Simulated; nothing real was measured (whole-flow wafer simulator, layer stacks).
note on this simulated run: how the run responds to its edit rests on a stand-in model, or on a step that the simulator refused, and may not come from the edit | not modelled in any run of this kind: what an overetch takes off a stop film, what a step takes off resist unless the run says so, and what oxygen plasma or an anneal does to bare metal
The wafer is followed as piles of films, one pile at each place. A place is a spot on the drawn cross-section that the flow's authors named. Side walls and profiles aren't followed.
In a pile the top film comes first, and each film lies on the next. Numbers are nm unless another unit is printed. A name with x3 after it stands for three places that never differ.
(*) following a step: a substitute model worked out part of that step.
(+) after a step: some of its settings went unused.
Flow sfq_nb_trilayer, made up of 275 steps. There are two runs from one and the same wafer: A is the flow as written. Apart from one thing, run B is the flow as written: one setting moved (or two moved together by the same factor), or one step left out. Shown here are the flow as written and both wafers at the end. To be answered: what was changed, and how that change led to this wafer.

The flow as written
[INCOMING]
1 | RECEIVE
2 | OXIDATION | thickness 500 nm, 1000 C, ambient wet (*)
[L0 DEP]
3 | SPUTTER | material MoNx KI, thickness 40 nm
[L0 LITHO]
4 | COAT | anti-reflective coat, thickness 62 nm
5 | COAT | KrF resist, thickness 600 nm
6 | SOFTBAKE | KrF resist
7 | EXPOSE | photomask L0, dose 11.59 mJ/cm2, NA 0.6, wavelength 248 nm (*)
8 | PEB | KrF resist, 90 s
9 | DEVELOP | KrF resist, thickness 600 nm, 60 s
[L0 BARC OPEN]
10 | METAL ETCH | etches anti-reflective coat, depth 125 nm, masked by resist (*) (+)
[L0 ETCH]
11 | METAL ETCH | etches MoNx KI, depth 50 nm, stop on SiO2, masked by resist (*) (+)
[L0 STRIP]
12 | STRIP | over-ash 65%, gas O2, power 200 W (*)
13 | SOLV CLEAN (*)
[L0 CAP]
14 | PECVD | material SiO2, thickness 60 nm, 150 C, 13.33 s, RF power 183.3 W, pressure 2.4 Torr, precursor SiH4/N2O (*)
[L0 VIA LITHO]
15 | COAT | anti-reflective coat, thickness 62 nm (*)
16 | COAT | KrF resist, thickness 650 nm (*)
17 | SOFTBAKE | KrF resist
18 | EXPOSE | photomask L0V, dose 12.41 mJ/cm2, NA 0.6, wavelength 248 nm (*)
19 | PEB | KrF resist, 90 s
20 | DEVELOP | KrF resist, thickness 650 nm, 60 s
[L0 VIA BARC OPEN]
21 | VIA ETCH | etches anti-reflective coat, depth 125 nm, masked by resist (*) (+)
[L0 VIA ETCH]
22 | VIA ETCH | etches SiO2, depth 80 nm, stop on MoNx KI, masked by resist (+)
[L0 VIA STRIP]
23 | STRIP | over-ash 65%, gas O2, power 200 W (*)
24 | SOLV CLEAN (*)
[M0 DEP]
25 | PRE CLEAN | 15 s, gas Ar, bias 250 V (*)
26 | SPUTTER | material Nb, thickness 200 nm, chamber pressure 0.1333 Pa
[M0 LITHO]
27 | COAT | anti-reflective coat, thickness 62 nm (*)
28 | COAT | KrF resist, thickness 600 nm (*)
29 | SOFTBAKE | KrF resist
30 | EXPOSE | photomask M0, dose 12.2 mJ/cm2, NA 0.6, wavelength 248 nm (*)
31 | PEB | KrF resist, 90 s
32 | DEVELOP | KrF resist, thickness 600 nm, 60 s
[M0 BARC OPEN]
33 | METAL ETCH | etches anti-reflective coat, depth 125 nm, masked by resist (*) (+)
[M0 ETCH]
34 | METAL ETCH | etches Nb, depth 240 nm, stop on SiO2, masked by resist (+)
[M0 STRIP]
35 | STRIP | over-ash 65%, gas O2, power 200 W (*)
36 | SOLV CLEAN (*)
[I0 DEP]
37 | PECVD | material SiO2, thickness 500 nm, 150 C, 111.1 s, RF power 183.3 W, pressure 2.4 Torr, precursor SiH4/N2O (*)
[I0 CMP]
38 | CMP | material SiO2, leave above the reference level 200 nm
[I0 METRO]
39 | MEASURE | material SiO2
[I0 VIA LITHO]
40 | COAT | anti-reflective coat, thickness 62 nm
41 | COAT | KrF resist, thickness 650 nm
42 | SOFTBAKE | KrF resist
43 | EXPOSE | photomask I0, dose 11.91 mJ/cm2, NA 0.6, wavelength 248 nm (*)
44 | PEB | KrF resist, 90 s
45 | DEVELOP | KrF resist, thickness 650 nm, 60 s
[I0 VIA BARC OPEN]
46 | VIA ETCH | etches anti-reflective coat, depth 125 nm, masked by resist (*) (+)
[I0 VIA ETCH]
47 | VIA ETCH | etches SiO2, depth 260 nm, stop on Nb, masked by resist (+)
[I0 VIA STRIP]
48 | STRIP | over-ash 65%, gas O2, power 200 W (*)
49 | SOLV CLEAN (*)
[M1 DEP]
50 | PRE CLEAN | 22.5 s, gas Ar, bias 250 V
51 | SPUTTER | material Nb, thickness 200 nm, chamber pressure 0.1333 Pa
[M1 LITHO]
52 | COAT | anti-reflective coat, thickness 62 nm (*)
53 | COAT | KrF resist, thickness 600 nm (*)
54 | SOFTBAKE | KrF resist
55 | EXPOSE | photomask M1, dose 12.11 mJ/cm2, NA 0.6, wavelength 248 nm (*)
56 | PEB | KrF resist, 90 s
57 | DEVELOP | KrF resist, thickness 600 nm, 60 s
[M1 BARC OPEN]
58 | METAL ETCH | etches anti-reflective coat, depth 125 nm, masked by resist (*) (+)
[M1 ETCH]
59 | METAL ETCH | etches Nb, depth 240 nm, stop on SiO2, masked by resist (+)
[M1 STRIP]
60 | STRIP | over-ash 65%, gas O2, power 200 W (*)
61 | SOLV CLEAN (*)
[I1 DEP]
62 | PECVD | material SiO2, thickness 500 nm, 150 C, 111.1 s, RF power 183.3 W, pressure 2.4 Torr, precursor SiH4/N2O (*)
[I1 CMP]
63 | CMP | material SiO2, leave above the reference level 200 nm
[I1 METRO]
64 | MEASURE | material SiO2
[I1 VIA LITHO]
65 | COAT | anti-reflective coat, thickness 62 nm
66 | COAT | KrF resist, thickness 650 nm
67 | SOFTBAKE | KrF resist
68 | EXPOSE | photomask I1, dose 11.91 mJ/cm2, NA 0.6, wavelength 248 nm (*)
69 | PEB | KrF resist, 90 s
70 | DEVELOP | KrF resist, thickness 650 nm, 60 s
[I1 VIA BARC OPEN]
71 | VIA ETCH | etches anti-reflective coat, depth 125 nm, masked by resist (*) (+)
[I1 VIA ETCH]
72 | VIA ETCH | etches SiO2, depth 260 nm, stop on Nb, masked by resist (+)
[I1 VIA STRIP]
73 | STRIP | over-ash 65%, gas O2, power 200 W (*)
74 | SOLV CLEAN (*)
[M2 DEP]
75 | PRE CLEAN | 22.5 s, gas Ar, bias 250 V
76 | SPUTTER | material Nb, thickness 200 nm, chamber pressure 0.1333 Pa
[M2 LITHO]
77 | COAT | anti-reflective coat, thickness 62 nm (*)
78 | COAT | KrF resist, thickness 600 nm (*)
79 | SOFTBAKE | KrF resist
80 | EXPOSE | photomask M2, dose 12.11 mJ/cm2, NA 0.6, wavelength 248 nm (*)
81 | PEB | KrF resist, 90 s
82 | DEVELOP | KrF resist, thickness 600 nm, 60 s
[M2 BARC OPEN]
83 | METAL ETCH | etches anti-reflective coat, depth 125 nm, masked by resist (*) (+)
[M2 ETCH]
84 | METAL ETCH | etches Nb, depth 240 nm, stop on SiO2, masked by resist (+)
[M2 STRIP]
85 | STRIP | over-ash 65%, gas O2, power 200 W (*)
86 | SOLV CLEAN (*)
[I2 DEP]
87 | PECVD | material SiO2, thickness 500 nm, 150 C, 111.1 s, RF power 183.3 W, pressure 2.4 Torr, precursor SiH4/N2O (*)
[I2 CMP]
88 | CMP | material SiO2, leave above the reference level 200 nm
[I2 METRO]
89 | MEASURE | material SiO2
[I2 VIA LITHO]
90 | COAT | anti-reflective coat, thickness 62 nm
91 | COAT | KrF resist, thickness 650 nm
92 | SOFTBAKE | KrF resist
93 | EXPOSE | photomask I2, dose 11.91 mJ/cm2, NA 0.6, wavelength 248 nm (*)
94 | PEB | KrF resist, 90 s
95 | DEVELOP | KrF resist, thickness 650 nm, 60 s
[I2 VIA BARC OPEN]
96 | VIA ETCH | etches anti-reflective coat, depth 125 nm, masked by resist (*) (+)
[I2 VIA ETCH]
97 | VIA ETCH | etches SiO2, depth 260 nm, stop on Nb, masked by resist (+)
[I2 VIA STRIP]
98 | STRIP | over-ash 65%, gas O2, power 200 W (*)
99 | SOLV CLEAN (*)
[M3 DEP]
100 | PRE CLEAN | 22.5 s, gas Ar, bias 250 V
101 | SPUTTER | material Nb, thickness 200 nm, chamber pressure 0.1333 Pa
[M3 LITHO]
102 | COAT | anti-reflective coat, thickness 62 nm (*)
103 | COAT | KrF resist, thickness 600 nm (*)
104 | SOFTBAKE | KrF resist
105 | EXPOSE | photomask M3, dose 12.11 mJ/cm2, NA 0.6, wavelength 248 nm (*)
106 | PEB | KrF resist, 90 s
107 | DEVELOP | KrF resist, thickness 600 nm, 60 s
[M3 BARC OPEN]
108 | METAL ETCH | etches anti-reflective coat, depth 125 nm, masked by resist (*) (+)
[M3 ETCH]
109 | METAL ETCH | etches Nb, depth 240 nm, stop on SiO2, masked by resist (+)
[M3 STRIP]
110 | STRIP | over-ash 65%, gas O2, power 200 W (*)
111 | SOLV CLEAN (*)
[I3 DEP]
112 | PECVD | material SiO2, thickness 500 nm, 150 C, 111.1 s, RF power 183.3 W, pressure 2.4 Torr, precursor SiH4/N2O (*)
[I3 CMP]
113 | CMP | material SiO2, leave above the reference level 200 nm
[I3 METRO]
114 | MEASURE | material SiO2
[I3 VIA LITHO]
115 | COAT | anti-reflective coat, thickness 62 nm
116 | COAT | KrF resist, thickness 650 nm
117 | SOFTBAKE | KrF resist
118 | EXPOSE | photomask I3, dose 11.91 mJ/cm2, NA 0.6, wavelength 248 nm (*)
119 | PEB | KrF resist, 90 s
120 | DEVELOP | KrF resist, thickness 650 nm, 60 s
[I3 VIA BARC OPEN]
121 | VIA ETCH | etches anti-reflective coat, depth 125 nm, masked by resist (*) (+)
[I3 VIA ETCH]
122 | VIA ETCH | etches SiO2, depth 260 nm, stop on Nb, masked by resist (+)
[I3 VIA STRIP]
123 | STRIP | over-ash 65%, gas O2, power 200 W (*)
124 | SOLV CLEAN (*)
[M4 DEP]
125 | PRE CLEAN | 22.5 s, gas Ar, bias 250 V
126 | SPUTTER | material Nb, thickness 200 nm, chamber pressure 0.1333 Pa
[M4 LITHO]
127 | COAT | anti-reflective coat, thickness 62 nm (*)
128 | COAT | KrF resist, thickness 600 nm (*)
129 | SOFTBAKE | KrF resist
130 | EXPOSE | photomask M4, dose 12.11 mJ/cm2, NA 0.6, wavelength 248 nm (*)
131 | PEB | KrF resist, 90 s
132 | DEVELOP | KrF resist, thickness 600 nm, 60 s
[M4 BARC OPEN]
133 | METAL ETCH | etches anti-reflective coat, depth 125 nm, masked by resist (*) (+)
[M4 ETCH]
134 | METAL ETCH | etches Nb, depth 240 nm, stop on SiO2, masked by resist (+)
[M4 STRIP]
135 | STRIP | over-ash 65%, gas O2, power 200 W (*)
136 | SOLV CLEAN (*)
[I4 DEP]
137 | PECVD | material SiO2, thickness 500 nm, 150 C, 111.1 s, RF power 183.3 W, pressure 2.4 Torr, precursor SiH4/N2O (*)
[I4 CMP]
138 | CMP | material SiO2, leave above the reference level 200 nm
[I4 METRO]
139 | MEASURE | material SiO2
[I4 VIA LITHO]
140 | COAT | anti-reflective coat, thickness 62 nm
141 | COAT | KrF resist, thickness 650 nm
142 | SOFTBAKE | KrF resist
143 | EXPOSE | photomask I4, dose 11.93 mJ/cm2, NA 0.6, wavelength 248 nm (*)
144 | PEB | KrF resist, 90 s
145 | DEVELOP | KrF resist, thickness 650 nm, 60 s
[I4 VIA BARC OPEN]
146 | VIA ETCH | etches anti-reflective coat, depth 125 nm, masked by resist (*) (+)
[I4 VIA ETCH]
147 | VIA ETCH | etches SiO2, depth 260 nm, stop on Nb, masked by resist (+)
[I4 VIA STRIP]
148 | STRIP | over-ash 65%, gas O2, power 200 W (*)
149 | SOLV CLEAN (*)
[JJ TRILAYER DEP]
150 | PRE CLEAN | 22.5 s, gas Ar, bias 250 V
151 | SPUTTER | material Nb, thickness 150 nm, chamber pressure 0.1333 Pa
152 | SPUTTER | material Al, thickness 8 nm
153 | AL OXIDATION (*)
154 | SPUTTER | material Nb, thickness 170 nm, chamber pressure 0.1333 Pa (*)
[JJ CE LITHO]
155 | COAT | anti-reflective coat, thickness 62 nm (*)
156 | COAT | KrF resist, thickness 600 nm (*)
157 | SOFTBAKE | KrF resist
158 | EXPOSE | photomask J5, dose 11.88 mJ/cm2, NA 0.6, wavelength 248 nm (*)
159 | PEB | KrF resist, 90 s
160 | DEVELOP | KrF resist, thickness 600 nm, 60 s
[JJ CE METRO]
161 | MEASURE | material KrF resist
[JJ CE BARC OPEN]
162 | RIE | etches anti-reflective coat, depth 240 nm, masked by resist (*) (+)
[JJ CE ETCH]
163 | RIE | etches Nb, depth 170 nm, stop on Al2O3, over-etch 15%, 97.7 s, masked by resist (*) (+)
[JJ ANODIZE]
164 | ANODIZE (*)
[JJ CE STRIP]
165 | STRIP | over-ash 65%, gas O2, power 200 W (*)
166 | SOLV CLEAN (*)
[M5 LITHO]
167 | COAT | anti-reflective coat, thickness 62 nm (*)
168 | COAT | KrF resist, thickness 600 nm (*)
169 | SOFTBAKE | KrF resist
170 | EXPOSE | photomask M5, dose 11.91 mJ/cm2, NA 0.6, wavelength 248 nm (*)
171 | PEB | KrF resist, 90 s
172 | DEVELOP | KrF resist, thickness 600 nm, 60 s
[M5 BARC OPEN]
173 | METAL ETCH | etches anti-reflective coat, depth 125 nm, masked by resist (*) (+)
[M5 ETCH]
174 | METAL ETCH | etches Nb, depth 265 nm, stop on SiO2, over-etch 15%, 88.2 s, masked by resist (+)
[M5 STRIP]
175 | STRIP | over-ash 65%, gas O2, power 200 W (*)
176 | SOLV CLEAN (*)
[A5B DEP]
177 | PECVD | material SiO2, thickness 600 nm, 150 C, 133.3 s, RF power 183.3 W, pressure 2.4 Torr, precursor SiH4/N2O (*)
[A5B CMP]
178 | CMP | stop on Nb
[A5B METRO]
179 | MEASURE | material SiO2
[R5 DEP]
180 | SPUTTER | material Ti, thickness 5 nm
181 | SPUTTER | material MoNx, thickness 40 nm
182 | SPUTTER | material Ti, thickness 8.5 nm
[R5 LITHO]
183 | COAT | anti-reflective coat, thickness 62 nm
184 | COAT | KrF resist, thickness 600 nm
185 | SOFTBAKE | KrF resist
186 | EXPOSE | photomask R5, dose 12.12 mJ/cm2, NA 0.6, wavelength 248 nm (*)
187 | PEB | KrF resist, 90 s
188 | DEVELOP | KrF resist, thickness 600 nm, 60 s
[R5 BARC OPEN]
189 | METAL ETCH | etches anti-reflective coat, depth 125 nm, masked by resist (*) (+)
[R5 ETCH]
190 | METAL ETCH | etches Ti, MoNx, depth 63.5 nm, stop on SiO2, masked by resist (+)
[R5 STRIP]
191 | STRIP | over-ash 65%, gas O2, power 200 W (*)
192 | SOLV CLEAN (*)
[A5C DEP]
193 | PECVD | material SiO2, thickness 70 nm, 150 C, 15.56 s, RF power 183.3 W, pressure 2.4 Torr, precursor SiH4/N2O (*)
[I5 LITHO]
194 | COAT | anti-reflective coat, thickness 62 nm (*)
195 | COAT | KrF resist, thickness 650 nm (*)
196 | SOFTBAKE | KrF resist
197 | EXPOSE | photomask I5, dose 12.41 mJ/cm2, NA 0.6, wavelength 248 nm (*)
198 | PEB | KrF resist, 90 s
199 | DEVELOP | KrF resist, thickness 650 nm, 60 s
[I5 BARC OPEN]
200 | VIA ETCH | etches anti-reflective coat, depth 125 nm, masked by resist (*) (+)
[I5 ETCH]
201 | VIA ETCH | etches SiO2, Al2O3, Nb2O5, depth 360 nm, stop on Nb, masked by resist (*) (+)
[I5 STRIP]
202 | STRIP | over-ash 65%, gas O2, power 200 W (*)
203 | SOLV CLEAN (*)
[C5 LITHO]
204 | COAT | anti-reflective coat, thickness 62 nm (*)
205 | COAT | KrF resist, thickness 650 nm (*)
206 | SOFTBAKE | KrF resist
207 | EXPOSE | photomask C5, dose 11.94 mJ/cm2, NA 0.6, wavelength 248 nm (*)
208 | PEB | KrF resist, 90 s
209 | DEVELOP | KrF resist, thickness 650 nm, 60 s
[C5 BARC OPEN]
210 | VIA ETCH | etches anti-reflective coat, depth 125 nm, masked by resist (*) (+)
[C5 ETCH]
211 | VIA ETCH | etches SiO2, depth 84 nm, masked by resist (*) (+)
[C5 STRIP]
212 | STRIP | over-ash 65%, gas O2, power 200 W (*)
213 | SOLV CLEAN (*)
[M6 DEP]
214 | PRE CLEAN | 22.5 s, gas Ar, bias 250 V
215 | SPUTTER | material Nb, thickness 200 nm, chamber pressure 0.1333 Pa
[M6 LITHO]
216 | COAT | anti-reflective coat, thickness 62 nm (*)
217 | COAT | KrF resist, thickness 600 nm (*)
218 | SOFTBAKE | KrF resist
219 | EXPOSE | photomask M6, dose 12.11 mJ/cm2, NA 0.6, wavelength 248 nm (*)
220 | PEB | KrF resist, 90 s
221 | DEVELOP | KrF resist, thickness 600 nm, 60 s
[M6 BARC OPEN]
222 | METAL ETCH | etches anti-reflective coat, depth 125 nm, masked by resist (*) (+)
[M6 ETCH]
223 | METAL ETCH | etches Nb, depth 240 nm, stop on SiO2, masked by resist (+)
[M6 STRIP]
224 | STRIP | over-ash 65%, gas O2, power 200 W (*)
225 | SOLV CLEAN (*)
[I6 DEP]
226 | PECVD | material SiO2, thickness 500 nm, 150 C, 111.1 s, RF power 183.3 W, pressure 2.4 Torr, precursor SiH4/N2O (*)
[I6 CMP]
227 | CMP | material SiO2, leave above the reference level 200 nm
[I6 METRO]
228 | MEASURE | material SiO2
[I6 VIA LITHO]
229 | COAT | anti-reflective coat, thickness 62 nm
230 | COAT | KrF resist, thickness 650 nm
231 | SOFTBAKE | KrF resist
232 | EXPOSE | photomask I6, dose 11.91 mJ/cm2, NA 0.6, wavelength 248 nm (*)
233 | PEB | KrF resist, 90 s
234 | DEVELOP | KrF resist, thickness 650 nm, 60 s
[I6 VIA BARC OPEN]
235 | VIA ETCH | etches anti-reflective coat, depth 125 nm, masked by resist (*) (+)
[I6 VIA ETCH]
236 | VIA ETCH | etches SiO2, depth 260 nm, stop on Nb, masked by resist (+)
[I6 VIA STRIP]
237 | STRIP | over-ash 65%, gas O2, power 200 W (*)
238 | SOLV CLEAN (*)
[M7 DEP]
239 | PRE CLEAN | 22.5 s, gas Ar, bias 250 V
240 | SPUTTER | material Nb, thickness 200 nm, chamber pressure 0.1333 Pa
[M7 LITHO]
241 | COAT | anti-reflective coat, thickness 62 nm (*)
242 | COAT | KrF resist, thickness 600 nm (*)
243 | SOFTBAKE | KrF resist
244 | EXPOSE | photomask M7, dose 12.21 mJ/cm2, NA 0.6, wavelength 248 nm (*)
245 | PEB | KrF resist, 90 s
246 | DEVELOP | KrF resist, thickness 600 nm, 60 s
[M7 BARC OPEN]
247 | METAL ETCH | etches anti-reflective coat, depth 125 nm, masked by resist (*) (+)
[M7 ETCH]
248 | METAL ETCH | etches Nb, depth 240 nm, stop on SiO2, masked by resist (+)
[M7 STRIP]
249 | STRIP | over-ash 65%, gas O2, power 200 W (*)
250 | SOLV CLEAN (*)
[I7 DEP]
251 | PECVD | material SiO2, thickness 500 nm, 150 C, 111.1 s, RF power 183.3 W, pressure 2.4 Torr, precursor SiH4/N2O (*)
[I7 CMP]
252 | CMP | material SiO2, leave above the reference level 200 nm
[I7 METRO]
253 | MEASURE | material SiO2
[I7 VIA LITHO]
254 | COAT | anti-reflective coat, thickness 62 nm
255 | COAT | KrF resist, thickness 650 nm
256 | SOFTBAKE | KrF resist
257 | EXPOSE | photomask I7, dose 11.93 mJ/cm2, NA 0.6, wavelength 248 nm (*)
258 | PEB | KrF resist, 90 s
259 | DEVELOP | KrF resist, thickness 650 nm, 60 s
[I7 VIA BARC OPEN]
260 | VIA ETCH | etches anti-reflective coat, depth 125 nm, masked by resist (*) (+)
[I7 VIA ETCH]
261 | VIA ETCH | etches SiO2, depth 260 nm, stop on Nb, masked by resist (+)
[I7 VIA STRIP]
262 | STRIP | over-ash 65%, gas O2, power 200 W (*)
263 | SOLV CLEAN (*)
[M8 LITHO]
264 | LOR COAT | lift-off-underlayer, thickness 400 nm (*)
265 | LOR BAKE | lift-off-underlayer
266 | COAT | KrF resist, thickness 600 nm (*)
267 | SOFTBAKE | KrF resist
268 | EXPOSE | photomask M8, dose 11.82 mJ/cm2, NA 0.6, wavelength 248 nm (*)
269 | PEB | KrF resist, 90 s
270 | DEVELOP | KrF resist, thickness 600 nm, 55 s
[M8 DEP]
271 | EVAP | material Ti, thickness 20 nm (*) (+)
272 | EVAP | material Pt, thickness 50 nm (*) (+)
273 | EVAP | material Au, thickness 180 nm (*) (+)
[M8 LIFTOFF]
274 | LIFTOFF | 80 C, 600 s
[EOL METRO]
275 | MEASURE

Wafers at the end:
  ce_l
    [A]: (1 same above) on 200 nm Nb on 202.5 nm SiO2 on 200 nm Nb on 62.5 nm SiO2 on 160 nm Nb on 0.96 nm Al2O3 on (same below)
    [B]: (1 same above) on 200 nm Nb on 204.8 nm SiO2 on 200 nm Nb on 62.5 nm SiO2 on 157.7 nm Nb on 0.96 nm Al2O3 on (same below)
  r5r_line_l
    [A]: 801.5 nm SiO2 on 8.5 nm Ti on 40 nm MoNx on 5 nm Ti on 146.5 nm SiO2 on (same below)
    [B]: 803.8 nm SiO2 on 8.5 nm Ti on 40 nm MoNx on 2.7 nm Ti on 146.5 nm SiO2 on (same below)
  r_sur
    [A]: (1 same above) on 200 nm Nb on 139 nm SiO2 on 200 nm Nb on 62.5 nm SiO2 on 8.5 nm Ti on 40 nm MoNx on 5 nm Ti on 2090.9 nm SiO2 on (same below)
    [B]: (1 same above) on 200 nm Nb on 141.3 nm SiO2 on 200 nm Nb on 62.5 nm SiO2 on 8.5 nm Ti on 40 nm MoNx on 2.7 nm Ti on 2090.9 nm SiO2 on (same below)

What caused this: step 180, SPUTTER: thickness 2.7 nm was run, whereas the flow has thickness 5 nm.
One can read it off the wafer: r5r_line_l has Ti 2.7, and step 180 as written asks for 5 nm.

Step by step, how the change led to this:
  180 | SPUTTER | material Ti, thickness 5 nm
      field_l, v_sur, via_wl and 103 more: A +5 Ti (new film) | B +2.7 Ti (new film)
  190 | METAL ETCH | etches Ti, MoNx, depth 63.5 nm, stop on SiO2, masked by resist (+)
      field_l, v_sur, via_wl and 92 more: A -8.5 Ti (all of it), -40 MoNx (all of it), -5 Ti (all of it) | B -8.5 Ti (all of it), -40 MoNx (all of it), -2.7 Ti (all of it)
      ce_l, c5j, ce_r, wl_jj: A -8.5 Ti (all of it), -40 MoNx (all of it), -5 Ti (all of it), -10 Nb | B -8.5 Ti (all of it), -40 MoNx (all of it), -2.7 Ti (all of it), -12.3 Nb
